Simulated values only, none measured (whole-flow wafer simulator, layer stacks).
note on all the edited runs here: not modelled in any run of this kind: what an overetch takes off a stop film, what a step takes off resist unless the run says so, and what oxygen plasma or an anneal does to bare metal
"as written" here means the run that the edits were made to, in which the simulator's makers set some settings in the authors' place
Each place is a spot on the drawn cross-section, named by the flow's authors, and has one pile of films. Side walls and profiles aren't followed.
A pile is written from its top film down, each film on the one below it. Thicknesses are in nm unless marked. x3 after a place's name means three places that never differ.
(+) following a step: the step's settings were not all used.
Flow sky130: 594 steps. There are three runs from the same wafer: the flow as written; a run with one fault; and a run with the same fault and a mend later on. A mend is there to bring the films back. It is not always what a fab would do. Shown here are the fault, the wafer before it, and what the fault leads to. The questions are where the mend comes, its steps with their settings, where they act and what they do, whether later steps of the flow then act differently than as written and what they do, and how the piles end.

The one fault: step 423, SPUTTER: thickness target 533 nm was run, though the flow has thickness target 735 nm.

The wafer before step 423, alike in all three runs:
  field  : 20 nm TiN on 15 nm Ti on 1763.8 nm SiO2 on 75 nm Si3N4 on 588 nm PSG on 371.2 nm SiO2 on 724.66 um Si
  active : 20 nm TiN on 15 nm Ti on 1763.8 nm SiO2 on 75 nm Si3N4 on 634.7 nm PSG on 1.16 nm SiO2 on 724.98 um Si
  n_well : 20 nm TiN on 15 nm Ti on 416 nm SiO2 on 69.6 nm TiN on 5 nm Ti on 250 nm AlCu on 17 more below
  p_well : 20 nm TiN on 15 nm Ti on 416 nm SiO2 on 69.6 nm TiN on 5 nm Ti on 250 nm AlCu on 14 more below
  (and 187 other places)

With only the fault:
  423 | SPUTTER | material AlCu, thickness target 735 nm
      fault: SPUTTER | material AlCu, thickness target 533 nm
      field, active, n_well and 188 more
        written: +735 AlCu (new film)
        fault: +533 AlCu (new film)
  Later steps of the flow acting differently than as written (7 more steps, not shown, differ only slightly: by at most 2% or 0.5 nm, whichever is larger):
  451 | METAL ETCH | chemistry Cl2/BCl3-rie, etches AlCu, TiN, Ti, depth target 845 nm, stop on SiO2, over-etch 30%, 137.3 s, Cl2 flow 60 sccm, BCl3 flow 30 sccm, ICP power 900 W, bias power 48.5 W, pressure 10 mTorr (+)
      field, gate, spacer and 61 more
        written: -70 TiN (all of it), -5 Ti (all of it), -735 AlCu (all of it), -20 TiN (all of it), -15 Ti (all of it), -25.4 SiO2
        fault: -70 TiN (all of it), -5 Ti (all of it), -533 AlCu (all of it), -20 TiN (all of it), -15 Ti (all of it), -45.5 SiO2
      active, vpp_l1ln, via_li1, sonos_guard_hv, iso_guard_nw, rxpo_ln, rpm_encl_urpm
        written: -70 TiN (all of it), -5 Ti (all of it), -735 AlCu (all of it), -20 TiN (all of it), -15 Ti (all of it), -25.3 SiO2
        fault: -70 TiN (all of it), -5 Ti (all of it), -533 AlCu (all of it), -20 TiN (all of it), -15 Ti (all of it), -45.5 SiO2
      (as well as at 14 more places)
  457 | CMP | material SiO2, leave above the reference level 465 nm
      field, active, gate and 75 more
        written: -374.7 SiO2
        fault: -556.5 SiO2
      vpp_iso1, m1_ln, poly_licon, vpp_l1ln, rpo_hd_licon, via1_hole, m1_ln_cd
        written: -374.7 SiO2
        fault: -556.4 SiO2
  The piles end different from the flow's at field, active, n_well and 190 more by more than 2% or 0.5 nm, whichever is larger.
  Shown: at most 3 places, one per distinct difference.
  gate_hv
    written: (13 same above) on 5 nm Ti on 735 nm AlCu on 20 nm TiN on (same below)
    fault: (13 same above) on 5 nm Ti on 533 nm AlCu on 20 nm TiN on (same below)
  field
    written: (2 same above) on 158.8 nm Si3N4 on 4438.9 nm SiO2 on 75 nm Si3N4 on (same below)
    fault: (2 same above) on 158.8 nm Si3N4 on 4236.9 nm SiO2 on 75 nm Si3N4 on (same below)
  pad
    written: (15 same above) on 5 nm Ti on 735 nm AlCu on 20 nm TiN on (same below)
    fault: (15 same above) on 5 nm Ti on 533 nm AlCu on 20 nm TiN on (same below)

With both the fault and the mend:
  After step 423 comes the mend.
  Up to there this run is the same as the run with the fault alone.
  423a | SPUTTER | material AlCu, thickness target 202 nm (the flow's step 423, run once more with other settings)
      field, active, n_well and 188 more
        +202 AlCu
  Every later step of the flow that is run acts as written at every place that is followed.
  At every place that both follow, the piles at the end match the flow's.
